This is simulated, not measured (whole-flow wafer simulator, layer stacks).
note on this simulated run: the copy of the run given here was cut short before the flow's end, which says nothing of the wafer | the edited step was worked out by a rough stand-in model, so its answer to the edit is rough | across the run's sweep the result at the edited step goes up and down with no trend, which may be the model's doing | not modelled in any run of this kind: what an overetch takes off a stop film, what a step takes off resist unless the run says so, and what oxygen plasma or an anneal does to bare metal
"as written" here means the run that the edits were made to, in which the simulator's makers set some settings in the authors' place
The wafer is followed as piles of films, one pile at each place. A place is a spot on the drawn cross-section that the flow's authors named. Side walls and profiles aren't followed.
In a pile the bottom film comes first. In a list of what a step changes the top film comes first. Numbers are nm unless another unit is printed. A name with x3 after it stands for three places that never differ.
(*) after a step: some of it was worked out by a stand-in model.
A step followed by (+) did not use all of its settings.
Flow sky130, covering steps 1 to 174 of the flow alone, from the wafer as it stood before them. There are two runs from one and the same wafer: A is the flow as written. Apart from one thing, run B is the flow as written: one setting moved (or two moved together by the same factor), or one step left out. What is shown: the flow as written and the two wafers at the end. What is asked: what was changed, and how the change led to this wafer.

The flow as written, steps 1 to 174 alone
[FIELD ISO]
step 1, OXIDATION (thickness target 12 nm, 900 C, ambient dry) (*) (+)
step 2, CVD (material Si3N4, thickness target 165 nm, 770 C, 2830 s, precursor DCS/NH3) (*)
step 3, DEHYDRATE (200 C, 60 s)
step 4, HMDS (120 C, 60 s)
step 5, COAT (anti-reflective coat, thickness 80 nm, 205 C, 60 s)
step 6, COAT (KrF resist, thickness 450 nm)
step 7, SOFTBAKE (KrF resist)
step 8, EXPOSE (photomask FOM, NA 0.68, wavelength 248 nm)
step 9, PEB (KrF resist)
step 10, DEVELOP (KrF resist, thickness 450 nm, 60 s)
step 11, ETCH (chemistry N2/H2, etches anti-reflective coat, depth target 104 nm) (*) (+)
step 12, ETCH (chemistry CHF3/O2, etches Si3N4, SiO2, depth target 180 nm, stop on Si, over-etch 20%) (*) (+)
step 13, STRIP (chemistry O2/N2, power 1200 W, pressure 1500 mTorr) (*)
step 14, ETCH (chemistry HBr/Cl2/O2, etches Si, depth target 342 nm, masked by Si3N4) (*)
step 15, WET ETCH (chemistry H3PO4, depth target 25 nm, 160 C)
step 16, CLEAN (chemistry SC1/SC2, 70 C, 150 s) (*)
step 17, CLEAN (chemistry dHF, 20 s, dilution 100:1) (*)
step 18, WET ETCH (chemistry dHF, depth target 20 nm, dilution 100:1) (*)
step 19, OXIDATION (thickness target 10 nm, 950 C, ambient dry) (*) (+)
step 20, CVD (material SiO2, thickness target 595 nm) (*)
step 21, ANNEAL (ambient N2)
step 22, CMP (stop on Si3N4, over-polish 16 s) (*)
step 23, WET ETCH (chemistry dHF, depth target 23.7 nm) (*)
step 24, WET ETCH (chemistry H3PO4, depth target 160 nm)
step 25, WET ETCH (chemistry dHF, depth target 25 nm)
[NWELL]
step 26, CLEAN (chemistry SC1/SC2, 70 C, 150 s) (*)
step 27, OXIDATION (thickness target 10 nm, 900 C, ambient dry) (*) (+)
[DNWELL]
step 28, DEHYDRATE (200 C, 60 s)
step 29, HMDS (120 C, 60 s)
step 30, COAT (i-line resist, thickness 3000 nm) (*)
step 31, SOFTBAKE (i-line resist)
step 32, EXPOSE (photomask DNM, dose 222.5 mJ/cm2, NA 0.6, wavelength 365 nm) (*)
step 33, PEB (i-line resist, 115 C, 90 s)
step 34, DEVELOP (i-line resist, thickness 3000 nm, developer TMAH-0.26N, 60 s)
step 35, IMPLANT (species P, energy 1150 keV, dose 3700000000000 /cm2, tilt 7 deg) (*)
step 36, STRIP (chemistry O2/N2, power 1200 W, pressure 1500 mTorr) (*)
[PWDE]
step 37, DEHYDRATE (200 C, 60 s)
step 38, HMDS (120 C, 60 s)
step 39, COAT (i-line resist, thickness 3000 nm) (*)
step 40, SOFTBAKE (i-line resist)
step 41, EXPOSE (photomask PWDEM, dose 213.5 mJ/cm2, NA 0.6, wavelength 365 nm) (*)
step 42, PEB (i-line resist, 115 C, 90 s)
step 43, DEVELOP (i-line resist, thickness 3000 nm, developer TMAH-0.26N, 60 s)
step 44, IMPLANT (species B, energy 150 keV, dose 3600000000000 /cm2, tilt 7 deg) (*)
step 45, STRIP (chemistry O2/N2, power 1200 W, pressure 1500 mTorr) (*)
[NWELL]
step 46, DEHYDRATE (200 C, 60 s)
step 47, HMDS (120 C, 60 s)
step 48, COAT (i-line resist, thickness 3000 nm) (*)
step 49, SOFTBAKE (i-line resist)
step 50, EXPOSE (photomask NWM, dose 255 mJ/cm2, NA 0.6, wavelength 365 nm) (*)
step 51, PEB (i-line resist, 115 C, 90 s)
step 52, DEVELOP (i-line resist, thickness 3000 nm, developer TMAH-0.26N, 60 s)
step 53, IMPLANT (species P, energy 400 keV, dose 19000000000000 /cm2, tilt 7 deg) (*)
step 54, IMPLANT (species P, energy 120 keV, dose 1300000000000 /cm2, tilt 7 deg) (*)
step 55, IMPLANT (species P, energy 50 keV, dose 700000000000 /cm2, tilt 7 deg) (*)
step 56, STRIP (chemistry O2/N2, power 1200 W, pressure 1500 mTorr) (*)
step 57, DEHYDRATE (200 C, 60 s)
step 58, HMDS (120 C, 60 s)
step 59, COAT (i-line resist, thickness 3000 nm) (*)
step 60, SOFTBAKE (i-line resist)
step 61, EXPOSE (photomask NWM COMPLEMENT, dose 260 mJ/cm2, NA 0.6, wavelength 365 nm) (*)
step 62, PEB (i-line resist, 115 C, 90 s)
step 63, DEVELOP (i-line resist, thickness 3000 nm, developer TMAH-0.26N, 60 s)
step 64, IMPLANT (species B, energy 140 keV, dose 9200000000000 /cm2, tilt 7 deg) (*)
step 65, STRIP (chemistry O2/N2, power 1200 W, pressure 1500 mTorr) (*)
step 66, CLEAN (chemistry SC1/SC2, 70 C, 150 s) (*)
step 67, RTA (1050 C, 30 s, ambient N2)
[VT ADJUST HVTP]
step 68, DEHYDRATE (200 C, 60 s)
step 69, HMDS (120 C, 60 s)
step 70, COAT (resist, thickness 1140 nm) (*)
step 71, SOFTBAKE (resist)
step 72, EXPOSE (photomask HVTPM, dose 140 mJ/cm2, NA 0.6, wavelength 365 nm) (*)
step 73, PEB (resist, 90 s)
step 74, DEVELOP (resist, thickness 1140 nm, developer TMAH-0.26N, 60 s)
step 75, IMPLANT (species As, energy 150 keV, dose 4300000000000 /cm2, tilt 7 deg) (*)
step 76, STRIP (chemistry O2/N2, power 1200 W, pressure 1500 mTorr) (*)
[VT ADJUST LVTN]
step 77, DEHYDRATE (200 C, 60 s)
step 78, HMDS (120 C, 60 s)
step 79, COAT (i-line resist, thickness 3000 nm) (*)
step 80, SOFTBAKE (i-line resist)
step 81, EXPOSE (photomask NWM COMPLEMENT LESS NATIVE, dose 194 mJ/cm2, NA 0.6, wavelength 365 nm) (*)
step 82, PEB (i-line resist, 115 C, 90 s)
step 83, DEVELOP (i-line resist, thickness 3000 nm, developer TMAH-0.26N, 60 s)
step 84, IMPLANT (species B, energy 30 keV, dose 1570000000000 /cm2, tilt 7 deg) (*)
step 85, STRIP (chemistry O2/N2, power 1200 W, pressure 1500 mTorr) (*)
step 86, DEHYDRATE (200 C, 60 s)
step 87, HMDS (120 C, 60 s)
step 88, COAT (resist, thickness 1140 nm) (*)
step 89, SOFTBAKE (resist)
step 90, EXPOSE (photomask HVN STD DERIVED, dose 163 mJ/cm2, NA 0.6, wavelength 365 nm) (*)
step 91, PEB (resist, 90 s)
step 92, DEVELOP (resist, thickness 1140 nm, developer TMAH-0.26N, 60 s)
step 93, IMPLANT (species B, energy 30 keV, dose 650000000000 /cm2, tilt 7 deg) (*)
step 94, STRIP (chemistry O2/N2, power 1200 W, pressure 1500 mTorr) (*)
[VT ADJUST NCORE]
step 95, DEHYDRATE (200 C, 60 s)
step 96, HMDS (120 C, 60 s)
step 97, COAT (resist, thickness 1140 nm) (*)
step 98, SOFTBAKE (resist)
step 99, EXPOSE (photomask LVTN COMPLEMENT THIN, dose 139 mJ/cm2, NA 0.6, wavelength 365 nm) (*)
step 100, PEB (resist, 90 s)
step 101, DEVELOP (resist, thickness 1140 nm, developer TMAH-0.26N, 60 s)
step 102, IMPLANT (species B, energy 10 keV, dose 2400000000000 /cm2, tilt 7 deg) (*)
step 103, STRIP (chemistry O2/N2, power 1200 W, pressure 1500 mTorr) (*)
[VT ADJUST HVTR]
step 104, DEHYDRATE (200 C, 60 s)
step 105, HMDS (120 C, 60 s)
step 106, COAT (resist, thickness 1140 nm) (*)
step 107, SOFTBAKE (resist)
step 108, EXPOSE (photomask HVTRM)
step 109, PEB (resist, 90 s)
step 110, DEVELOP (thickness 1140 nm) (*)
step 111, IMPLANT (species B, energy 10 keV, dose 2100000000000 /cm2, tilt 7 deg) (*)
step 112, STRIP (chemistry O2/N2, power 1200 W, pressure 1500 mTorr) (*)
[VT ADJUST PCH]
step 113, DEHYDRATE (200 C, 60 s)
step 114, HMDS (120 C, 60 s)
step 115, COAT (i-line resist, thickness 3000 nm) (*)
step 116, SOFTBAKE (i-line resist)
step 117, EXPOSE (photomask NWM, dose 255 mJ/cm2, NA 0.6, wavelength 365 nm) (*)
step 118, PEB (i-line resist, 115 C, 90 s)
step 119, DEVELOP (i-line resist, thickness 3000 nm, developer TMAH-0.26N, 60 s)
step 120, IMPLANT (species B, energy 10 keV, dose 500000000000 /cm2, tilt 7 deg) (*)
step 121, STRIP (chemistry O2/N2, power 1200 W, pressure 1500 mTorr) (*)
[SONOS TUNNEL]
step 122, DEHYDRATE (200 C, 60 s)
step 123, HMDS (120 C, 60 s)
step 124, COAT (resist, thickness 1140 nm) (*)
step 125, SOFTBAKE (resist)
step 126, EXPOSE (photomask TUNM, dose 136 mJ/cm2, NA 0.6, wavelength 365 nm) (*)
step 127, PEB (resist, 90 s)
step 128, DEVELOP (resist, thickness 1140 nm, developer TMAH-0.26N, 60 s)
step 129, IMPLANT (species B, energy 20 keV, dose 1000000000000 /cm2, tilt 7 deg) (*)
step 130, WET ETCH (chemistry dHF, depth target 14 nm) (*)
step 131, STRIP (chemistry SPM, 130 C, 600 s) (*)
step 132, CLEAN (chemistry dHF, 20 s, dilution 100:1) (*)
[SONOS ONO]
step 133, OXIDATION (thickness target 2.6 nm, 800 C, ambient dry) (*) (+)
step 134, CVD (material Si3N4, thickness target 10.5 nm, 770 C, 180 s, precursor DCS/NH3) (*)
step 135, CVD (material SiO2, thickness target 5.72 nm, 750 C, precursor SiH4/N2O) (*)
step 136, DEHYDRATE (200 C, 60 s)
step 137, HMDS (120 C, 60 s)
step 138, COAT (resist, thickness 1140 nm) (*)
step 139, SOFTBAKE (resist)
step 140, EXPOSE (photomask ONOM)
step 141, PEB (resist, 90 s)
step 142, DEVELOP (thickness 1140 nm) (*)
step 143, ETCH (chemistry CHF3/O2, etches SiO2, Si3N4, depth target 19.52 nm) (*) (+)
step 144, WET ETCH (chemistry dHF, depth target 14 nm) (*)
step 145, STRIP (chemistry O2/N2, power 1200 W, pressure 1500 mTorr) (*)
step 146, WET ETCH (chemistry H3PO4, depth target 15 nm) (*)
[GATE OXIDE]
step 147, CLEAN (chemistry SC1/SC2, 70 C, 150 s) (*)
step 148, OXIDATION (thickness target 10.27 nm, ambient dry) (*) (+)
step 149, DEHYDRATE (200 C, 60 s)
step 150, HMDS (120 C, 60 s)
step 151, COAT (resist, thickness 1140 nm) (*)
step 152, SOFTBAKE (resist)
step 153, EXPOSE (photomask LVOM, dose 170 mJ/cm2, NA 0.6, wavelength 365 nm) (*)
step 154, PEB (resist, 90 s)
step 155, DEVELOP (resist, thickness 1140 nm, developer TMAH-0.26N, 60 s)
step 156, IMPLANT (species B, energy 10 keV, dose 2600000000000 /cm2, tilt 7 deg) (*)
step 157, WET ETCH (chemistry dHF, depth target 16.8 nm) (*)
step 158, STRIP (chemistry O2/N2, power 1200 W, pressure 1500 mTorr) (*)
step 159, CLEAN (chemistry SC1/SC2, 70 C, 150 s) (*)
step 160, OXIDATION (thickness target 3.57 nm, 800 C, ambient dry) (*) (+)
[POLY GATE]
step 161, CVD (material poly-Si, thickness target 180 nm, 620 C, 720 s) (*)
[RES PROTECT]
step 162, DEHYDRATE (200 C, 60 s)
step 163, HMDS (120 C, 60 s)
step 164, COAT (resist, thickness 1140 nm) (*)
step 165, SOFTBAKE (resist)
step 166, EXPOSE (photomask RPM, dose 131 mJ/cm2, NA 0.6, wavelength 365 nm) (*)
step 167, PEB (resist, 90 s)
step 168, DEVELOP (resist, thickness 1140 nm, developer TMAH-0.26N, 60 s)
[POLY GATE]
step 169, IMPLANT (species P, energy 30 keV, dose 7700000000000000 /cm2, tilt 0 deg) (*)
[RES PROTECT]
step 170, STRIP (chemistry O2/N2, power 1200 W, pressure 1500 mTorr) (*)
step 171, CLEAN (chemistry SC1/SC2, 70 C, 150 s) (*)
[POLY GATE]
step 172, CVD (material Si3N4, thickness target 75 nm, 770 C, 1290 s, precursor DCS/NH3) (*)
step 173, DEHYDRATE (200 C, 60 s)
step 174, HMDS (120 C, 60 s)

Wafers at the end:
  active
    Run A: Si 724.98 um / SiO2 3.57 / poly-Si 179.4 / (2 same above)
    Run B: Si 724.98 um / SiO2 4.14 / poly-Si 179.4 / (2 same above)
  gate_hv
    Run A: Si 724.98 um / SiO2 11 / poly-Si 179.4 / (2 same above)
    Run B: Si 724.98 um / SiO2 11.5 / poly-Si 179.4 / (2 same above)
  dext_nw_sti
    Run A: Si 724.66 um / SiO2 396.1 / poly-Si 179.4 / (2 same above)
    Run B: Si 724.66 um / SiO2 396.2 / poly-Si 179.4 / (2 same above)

Cause: step 160, OXIDATION: thickness target 4.14 nm was run, though the flow has thickness target 3.57 nm.
The wafer lets one read it off: active has SiO2 4.14, and step 160 as written asks for 3.57 nm.

Step by step, how the change led to this:
  step 160, OXIDATION (thickness target 3.57 nm, 800 C, ambient dry) (*) (+)
      active, n_well, p_well x4 and 55 more: A SiO2 gains 3.57 (new film), chemical SiO2 loses 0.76 (all of it), Si loses 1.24 | B SiO2 gains 4.14 (new film), chemical SiO2 loses 0.76 (all of it), Si loses 1.49
      gate_hv, m1, pad and 37 more: A SiO2 gains 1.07, Si loses 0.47 | B SiO2 gains 1.61, Si loses 0.71
